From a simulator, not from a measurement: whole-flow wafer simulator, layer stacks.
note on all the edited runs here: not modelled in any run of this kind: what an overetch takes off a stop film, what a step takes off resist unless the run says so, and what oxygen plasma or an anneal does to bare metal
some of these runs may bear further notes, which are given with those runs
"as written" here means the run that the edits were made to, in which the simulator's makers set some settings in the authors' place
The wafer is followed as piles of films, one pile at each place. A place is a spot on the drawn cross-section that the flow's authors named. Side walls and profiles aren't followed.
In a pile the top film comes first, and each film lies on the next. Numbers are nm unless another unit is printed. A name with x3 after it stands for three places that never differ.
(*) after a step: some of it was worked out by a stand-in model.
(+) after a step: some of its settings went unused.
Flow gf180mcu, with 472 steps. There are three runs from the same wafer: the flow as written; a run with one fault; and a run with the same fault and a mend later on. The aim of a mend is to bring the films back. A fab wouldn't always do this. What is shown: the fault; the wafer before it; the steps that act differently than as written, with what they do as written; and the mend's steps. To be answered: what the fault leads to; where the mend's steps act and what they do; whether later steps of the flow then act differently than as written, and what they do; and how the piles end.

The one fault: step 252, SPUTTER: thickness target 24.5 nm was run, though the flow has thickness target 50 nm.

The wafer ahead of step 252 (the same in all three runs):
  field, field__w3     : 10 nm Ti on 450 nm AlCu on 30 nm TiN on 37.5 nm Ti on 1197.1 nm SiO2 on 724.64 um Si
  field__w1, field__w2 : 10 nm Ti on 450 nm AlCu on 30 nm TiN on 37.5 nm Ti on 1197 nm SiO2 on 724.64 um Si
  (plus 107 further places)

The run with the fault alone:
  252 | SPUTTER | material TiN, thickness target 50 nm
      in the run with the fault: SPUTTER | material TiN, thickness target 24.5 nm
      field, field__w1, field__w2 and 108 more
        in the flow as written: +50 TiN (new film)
        in the run with the fault: +24.5 TiN (new film)
  Steps later in the flow that act otherwise than as written (2 more steps, not shown, differ only slightly: by at most 2% or 0.5 nm, whichever is larger):
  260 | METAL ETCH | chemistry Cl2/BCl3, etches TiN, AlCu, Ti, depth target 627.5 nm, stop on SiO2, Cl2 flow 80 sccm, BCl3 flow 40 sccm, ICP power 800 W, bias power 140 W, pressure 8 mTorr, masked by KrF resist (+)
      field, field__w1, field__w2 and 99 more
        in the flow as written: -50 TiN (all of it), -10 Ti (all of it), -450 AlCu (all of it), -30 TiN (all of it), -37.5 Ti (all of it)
        in the run with the fault: -24.5 TiN (all of it), -10 Ti (all of it), -450 AlCu (all of it), -30 TiN (all of it), -37.5 Ti (all of it)
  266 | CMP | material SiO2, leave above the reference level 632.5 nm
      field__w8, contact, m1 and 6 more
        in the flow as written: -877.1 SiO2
        in the run with the fault: -851.6 SiO2
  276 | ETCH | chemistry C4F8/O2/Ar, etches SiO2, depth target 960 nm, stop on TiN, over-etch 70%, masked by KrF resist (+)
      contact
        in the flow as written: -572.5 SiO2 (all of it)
        in the run with the fault: -598 SiO2 (all of it)
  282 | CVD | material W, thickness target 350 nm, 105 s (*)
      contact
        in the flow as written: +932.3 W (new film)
        in the run with the fault: +958 W (new film)
  By the end, the piles at field__w8, contact, m1 and 6 more depart from the flow's by more than 2% or 0.5 nm, whichever is larger.
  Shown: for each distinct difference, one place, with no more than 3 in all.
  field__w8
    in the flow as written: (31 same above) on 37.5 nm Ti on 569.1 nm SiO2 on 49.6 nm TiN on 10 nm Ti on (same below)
    in the run with the fault: (31 same above) on 37.5 nm Ti on 594.6 nm SiO2 on 24.1 nm TiN on 10 nm Ti on (same below)
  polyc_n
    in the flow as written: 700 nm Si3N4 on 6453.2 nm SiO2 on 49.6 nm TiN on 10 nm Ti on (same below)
    in the run with the fault: 700 nm Si3N4 on 6478.7 nm SiO2 on 24.1 nm TiN on 10 nm Ti on (same below)
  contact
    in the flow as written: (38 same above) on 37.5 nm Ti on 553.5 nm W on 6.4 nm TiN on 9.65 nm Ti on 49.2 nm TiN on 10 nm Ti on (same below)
    in the run with the fault: (38 same above) on 37.5 nm Ti on 579.2 nm W on 6.31 nm TiN on 9.51 nm Ti on 23.7 nm TiN on 10 nm Ti on (same below)

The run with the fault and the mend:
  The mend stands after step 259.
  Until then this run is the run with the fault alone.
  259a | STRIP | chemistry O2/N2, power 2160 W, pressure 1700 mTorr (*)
      field__w8, contact, m1 and 6 more
        -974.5 KrF resist (all of it)
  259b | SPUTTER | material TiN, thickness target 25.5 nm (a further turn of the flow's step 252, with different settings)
      field, field__w1, field__w2 and 108 more
        +25.5 TiN
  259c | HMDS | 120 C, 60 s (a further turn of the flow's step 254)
      does not change any film at any place that is followed
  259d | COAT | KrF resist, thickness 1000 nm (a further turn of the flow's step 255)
      field, field__w1, field__w2 and 108 more
        +1000 KrF resist (new film)
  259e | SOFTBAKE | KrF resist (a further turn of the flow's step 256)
      does not change any film at any place that is followed
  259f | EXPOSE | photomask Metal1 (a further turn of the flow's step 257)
      does not change any film at any place that is followed
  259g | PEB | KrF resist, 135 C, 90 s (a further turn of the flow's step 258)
      field, field__w1, field__w2 and 108 more
        -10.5 KrF resist
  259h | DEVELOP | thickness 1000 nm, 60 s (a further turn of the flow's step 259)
      field, field__w1, field__w2 and 99 more
        -989.5 KrF resist (all of it)
      field__w8, contact, m1 and 6 more
        -14.9 KrF resist
  Later steps of the flow that are run all act as written at every place that is followed.
  At every place that both follow, the piles at the end match the flow's.
